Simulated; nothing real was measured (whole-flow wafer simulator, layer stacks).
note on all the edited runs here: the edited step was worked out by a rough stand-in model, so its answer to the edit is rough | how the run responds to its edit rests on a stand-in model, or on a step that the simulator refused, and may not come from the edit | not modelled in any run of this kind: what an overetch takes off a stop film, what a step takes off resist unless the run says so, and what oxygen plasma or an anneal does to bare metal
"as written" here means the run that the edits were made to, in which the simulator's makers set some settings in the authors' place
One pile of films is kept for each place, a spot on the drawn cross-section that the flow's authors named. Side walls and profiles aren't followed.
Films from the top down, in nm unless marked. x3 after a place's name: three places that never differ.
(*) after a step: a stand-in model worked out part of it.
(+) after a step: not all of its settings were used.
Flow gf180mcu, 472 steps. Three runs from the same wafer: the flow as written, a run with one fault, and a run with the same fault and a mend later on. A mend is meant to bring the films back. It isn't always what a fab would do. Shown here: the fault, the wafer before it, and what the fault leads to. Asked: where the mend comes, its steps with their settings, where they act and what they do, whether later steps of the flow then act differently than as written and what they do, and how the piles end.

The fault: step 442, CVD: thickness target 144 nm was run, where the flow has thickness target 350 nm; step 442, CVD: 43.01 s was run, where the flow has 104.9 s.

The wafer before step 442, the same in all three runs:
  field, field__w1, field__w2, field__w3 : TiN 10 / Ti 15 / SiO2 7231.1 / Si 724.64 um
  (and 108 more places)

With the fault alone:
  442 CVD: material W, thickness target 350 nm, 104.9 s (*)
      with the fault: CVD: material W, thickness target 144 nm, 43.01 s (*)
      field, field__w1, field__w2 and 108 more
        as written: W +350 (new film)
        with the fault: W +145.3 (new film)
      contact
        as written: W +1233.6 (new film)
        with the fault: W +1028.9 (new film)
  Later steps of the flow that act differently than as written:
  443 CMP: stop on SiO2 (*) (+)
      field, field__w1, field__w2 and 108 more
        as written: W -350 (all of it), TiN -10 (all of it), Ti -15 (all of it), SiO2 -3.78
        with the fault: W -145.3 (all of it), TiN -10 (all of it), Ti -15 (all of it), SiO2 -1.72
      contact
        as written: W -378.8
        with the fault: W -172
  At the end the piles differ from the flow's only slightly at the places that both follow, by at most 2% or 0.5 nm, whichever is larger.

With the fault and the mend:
  The mend comes after step 442.
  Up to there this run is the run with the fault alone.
  442a CVD: material W, thickness target 206 nm, 61.74 s (the flow's step 442 once more, with other settings)
      field, field__w1, field__w2 and 109 more
        W +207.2
  No later step of the flow acts differently than as written, at any place that is followed, by more than 2% or 0.5 nm, whichever is larger.
  At the end the piles differ from the flow's only slightly at the places that both follow, by at most 2% or 0.5 nm, whichever is larger.
